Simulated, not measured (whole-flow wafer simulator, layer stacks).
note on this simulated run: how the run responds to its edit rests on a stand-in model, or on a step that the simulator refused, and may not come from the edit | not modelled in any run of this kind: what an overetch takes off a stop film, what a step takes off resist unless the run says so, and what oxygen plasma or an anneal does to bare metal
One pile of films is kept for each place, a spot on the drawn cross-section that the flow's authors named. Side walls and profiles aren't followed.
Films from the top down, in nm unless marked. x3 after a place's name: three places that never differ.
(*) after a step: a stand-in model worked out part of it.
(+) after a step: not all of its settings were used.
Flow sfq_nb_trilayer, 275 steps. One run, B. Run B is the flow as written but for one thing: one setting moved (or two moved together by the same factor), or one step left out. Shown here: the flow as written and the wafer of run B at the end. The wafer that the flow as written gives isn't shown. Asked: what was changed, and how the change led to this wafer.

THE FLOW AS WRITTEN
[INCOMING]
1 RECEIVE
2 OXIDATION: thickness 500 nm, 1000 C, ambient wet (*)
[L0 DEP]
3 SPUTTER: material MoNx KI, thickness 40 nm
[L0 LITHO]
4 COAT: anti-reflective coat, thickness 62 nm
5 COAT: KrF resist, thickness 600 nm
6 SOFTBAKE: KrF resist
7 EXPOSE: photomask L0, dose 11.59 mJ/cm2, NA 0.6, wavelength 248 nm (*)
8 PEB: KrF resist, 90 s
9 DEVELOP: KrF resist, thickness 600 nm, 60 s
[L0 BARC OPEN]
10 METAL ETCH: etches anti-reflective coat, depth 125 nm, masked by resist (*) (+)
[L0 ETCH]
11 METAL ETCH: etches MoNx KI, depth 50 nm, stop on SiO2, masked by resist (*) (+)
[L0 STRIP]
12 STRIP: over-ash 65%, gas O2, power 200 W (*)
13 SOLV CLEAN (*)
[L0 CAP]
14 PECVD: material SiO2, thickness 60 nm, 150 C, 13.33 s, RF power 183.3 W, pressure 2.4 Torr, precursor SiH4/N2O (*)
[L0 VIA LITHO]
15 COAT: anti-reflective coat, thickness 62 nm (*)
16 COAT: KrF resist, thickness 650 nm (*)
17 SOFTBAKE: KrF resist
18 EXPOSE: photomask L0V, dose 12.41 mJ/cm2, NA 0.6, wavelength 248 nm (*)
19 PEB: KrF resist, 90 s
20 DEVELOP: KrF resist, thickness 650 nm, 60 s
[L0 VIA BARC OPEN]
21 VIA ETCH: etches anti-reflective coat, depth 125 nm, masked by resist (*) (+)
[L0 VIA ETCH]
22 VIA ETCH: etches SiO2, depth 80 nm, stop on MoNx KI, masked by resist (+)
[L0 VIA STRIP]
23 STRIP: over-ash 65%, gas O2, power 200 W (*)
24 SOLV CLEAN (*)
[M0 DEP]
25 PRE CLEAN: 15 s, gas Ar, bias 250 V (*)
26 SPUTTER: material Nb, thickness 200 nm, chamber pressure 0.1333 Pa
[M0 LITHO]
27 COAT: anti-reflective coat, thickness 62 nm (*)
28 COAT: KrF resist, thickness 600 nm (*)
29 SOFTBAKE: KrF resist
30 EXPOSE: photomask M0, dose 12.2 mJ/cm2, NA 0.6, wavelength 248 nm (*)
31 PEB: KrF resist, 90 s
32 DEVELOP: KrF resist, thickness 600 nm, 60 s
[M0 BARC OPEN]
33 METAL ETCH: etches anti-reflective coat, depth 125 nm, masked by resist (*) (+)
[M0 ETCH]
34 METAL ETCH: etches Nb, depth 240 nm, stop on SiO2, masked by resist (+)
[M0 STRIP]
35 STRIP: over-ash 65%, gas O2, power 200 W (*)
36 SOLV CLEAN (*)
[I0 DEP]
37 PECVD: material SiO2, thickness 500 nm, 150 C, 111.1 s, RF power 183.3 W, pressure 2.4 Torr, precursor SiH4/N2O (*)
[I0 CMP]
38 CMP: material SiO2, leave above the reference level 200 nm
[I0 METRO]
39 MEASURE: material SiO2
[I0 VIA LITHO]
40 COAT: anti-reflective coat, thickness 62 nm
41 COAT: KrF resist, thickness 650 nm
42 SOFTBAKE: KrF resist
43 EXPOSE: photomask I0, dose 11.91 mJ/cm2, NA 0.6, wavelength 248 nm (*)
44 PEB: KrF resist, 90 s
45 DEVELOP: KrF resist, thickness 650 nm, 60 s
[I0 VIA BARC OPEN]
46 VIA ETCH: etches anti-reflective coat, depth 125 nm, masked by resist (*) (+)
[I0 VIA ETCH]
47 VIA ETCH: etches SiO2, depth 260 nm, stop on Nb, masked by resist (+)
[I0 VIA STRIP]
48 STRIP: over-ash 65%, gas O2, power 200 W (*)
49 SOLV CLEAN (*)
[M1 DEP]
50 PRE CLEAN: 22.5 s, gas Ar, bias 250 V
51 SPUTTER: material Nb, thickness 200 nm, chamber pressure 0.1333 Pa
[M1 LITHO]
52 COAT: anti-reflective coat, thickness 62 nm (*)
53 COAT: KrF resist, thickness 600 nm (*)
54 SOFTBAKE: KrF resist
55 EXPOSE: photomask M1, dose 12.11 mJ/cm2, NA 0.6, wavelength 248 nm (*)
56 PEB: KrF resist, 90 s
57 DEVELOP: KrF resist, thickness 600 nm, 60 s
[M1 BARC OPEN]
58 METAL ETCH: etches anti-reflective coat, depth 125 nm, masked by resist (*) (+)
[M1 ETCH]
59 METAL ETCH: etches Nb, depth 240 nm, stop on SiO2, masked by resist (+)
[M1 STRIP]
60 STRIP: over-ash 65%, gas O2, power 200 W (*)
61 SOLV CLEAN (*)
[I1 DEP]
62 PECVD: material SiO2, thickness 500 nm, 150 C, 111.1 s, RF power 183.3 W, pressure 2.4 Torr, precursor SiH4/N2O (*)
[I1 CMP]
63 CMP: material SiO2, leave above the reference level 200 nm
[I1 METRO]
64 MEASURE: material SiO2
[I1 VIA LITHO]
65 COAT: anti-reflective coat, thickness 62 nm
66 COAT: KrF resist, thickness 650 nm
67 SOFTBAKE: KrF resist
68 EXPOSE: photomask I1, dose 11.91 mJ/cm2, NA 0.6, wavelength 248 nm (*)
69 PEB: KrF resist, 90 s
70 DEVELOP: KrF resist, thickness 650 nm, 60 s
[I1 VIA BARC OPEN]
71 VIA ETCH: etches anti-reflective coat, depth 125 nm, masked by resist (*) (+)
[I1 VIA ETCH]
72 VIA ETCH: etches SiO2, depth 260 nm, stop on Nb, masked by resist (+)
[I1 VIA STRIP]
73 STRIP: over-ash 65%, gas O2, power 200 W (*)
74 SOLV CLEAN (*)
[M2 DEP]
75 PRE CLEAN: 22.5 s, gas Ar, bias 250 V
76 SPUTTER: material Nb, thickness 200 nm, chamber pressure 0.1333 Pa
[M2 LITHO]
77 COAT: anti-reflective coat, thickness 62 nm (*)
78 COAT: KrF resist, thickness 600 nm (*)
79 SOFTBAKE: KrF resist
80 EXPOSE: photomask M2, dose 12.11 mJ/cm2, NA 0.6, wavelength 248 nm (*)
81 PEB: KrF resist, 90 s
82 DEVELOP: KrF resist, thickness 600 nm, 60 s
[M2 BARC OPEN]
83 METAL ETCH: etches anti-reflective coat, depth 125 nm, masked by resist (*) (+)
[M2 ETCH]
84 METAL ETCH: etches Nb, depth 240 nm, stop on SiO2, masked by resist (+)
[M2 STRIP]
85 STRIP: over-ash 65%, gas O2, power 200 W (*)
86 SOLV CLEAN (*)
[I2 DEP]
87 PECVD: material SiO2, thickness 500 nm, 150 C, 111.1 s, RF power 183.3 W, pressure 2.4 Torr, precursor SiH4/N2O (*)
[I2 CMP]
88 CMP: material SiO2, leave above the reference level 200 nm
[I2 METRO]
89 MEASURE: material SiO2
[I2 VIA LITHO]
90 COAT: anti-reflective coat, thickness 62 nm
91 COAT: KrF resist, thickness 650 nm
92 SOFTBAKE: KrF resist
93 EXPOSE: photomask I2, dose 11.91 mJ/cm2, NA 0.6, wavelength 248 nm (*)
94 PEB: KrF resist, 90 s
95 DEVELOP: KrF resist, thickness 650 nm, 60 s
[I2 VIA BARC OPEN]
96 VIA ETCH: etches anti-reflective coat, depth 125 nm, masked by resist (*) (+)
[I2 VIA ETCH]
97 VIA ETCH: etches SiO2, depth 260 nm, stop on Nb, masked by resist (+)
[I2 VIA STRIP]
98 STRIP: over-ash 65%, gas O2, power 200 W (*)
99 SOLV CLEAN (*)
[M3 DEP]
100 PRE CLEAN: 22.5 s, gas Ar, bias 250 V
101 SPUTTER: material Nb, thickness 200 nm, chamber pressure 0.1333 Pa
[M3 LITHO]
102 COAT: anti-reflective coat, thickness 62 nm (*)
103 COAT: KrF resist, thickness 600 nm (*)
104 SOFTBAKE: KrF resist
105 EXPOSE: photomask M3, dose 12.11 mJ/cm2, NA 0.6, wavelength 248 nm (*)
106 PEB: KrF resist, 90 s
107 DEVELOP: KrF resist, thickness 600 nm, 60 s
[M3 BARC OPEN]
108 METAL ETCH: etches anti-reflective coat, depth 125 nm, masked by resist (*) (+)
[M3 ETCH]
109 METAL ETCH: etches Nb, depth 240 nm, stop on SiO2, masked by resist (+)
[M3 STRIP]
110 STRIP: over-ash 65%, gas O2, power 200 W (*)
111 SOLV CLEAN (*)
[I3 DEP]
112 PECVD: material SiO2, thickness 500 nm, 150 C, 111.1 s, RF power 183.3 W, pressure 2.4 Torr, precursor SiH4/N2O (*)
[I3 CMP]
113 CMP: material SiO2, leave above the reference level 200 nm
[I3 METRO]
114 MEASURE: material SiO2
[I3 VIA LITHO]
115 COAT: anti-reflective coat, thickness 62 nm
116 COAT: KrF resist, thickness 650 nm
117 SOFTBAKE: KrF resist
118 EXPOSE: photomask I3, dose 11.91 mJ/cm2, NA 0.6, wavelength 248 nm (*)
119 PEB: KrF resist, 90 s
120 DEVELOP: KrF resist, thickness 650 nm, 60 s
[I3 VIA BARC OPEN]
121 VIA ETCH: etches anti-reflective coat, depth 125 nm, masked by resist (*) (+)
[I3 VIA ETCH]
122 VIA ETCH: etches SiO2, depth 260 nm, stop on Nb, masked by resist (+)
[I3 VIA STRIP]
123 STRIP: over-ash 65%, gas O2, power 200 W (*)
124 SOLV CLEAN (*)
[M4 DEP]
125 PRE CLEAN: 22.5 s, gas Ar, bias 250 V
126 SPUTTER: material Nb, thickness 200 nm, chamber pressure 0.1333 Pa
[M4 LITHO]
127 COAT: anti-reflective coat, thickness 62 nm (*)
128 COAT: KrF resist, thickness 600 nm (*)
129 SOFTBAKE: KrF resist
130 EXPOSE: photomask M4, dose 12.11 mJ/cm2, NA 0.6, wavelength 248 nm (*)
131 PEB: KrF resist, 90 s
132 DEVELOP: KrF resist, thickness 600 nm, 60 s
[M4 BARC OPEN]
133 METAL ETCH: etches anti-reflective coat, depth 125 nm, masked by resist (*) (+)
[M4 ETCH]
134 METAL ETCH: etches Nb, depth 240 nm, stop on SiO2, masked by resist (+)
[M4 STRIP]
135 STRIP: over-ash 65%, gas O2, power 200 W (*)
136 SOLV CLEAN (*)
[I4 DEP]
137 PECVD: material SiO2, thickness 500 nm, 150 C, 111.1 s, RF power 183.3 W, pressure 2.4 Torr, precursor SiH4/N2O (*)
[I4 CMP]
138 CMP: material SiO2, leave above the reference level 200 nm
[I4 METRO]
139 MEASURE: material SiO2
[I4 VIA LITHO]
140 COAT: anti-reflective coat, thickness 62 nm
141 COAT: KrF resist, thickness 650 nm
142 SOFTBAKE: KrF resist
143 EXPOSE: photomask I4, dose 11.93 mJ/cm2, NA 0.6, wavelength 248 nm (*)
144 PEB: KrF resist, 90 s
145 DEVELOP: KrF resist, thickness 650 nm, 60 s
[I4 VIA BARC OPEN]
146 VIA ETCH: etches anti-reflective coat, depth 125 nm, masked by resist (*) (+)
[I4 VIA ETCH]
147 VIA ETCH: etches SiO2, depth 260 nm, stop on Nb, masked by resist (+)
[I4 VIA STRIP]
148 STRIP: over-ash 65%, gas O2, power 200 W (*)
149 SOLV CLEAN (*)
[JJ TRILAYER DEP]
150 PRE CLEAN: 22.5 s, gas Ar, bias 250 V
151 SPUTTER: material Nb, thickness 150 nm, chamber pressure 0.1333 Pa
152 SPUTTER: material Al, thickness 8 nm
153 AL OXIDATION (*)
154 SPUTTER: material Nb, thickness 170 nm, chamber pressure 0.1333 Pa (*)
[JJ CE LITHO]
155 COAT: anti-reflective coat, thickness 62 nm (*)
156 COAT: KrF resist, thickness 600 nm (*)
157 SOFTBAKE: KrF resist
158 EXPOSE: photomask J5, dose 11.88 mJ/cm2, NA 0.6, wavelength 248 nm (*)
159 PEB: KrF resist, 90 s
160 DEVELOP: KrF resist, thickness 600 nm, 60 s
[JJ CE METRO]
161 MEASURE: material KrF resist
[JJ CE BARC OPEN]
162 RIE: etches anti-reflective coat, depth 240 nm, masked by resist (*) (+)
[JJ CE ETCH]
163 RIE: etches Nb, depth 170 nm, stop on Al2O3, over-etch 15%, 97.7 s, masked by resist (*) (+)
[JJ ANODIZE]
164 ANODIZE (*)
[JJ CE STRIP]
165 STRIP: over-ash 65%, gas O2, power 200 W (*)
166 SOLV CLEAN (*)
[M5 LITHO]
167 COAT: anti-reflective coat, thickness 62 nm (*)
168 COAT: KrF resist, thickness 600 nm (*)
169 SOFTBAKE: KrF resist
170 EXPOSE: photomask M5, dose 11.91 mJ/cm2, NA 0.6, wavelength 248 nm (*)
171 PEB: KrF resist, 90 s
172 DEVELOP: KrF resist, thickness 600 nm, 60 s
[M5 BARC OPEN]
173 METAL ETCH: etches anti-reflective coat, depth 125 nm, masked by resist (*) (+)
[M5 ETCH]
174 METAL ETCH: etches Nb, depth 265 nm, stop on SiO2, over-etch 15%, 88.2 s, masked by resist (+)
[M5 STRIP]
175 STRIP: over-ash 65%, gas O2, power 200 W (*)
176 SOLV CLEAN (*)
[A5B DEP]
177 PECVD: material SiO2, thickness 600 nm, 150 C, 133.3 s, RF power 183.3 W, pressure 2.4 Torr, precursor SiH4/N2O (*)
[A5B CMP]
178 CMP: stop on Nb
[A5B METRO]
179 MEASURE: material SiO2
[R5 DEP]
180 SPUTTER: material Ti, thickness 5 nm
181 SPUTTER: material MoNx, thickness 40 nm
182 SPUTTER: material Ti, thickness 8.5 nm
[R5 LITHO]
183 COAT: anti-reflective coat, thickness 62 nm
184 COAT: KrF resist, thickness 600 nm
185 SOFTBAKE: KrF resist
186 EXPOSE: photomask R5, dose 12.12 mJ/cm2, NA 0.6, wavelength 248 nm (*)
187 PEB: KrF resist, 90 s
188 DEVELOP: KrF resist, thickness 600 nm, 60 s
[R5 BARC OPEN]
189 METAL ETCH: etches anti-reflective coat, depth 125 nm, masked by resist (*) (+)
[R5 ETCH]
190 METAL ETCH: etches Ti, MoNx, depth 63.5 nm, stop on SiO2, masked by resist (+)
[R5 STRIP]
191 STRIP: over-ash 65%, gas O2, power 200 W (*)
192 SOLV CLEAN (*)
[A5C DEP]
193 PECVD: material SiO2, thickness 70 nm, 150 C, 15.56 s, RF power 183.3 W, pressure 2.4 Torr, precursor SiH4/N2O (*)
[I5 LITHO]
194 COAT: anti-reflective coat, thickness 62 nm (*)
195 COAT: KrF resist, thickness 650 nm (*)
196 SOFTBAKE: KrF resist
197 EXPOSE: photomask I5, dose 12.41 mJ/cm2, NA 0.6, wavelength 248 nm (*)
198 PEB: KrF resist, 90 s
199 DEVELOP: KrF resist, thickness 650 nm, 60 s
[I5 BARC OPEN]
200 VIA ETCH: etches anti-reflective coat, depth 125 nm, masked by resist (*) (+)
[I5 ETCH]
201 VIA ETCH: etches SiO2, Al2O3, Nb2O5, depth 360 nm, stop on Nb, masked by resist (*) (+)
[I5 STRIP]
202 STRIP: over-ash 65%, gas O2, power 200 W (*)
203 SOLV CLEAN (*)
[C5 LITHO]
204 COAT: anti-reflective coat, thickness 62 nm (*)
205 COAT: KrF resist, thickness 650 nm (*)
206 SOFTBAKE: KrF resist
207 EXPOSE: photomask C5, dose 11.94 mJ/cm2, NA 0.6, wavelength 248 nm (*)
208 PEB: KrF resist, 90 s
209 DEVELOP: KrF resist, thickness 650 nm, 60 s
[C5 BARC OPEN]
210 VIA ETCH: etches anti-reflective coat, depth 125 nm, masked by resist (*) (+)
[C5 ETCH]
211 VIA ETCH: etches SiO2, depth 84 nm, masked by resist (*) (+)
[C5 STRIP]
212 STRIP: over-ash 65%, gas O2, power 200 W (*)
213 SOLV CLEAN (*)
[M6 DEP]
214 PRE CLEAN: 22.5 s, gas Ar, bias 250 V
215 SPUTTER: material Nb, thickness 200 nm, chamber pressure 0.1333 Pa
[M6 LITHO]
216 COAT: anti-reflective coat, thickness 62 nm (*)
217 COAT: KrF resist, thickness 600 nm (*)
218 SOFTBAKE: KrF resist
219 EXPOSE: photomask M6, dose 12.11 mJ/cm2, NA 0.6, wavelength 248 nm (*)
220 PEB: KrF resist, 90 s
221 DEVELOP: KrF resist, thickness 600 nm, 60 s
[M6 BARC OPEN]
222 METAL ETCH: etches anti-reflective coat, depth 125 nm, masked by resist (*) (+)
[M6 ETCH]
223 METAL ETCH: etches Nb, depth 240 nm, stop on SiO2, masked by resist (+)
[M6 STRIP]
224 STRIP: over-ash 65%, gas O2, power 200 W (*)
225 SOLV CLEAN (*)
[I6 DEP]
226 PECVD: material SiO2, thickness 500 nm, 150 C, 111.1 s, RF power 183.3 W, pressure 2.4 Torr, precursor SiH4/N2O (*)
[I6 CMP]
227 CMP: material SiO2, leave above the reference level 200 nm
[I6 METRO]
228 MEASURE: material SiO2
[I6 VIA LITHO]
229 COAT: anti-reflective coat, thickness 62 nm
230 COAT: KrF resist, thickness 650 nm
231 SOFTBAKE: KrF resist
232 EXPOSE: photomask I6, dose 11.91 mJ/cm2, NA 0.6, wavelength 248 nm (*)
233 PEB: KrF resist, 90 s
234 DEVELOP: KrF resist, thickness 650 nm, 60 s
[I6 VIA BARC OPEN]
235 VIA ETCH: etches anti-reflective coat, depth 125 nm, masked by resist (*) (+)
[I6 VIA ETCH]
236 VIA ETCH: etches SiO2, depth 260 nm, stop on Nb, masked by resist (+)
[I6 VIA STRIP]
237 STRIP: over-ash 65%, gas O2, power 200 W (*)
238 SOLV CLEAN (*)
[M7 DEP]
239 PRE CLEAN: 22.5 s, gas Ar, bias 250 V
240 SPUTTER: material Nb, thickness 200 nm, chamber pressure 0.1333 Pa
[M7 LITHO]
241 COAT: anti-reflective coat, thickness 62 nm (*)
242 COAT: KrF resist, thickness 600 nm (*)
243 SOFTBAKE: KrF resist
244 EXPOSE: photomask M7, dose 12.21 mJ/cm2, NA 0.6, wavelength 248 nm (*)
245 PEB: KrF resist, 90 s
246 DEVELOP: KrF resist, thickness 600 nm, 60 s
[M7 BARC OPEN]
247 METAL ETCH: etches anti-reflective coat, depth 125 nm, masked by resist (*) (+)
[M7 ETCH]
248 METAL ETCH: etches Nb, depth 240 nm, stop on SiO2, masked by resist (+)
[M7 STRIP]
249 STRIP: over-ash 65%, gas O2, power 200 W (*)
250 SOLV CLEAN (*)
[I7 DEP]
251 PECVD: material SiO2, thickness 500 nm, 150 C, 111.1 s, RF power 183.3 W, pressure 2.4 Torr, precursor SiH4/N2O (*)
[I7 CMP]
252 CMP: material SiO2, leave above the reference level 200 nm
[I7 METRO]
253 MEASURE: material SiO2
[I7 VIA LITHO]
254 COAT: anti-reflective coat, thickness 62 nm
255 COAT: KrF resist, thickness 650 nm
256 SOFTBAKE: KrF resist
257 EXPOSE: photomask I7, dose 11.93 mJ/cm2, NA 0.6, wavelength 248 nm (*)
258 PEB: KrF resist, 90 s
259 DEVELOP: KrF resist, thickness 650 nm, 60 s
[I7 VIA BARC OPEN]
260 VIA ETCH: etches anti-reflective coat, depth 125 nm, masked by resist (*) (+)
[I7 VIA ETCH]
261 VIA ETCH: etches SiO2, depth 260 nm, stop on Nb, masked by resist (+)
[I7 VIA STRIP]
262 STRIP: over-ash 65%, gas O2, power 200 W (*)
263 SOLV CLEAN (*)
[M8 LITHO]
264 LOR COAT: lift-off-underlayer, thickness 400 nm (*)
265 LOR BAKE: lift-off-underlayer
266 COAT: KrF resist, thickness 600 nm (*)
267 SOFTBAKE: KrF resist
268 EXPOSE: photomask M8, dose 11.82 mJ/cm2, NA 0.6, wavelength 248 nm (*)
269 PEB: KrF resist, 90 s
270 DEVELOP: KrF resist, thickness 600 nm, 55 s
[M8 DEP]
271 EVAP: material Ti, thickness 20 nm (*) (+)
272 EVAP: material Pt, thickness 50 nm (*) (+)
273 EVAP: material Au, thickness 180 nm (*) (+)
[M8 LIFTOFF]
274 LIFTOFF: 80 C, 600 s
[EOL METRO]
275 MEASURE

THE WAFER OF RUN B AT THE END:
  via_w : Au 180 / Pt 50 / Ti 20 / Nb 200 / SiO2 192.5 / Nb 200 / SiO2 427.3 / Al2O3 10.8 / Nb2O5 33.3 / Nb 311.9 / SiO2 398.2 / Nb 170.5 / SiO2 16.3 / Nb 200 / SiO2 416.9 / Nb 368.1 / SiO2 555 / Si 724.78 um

The cause: step 97, VIA ETCH: depth 176 nm was run, where the flow has depth 260 nm.

How the change led to this, step by step:
  97 VIA ETCH: etches SiO2, depth 260 nm, stop on Nb, masked by resist (+)
      via_w: SiO2 -176 (as written it would be: SiO2 -199.8 (all of it))
      field_l, v_sur, via_wl and 102 more: KrF resist -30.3 (as written it would be: KrF resist -44.8)
  98 STRIP: over-ash 65%, gas O2, power 200 W (*)
      field_l, v_sur, via_wl and 102 more: KrF resist -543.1 (all of it), anti-reflective coat -62 (all of it) (as written it would be: KrF resist -528.6 (all of it), anti-reflective coat -62 (all of it))
  100 PRE CLEAN: 22.5 s, gas Ar, bias 250 V
      via_w: SiO2 -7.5 (as written it would be: Nb -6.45)
  101 SPUTTER: material Nb, thickness 200 nm, chamber pressure 0.1333 Pa
      via_w: Nb +170.5 (new film) (as written it would be: Nb +165.5)
  102 COAT: anti-reflective coat, thickness 62 nm (*)
      via_wl, via_wr: anti-reflective coat +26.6 (new film) (as written it would be: anti-reflective coat +34.2 (new film))
      v_sur: anti-reflective coat +58.5 (new film) (as written it would be: anti-reflective coat +61.1 (new film))
      (and at 1 more place)
  103 COAT: KrF resist, thickness 600 nm (*)
      via_w: KrF resist +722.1 (new film) (as written it would be: KrF resist +737.9 (new film))
  110 STRIP: over-ash 65%, gas O2, power 200 W (*)
      v_sur: KrF resist -367.7 (all of it), anti-reflective coat -58.5 (all of it) (as written it would be: KrF resist -365.3 (all of it), anti-reflective coat -61.1 (all of it))
      via_wl: KrF resist -392 (all of it), anti-reflective coat -26.6 (all of it) (as written it would be: KrF resist -384.2 (all of it), anti-reflective coat -34.2 (all of it))
      (and at 2 more places)
  112 PECVD: material SiO2, thickness 500 nm, 150 C, 111.1 s, RF power 183.3 W, pressure 2.4 Torr, precursor SiH4/N2O (*)
      via_w: SiO2 +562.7 (new film) (as written it would be: SiO2 +615 (new film))
  113 CMP: material SiO2, leave above the reference level 200 nm
      via_w: SiO2 -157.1 (as written it would be: SiO2 -181.6)
Counting metal films that touch as one body, via_w has 6 bodies (between them, from the top down: SiO2 192.5; SiO2 427.3 / Al2O3 10.8 / Nb2O5 33.3; SiO2 398.2; SiO2 16.3; SiO2 416.9); the flow as written gives 5 bodies (between them, from the top down: SiO2 192.5; SiO2 427.3 / Al2O3 10.8 / Nb2O5 33.3; SiO2 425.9; SiO2 416.9).
